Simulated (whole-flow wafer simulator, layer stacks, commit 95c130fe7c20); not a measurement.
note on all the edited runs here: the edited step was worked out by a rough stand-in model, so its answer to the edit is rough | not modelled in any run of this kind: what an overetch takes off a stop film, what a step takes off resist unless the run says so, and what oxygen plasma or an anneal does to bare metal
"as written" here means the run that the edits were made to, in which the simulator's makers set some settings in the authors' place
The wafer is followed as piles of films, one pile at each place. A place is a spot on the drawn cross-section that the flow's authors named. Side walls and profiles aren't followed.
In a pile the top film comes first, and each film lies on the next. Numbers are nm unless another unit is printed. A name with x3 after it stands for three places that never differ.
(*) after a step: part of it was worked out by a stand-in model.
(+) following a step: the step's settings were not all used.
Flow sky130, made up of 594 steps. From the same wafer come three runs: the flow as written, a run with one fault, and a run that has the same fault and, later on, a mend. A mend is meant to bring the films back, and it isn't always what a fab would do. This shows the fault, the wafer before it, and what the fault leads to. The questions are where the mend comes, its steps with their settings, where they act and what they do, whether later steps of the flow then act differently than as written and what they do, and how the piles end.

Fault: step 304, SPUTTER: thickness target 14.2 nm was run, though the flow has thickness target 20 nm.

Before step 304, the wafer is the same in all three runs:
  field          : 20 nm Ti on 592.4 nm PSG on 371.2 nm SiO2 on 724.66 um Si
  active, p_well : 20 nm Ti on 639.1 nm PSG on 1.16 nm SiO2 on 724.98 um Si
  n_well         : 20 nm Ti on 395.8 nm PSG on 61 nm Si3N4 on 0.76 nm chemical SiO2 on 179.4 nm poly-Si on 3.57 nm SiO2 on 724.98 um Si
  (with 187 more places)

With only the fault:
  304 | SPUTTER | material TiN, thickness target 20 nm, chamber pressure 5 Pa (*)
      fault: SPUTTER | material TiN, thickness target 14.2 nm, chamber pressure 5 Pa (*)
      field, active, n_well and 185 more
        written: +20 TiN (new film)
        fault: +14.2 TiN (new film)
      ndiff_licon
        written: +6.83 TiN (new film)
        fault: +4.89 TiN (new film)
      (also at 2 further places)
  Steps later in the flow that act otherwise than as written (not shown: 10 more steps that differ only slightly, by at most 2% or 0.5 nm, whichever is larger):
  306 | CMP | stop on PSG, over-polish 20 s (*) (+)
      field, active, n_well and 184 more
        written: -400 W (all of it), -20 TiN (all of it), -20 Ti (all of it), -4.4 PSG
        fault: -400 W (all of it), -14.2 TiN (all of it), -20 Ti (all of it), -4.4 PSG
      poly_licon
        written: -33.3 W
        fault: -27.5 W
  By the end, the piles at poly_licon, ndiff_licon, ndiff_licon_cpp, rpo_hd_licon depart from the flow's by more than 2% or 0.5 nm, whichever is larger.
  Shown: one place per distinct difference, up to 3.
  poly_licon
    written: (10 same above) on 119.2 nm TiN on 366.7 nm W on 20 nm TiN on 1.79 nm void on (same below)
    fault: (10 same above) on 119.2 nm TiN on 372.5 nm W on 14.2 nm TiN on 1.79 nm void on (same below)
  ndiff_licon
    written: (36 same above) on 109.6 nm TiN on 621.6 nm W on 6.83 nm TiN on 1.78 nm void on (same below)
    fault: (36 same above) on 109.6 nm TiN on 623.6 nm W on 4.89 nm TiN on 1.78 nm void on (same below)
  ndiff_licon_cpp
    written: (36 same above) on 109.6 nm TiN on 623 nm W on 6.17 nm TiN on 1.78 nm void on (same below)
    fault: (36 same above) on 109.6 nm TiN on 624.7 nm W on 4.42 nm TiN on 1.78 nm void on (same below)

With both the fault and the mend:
  After step 304 comes the mend.
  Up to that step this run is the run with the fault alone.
  304a | SPUTTER | material TiN, thickness target 5.8 nm, chamber pressure 5 Pa (*) (the flow's step 304, run once more with other settings)
      field, active, n_well and 185 more
        +5.8 TiN
      ndiff_licon
        +1.94 TiN
      ndiff_licon_cpp
        +1.75 TiN
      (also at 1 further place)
  Later steps of the flow that are run all act as written at every place that is followed, up to a difference of at most 2% or 0.5 nm, whichever is larger.
  When the end is reached, the piles differ only a little from the flow's at the places that both follow, at most by 2% or 0.5 nm, whichever is larger.
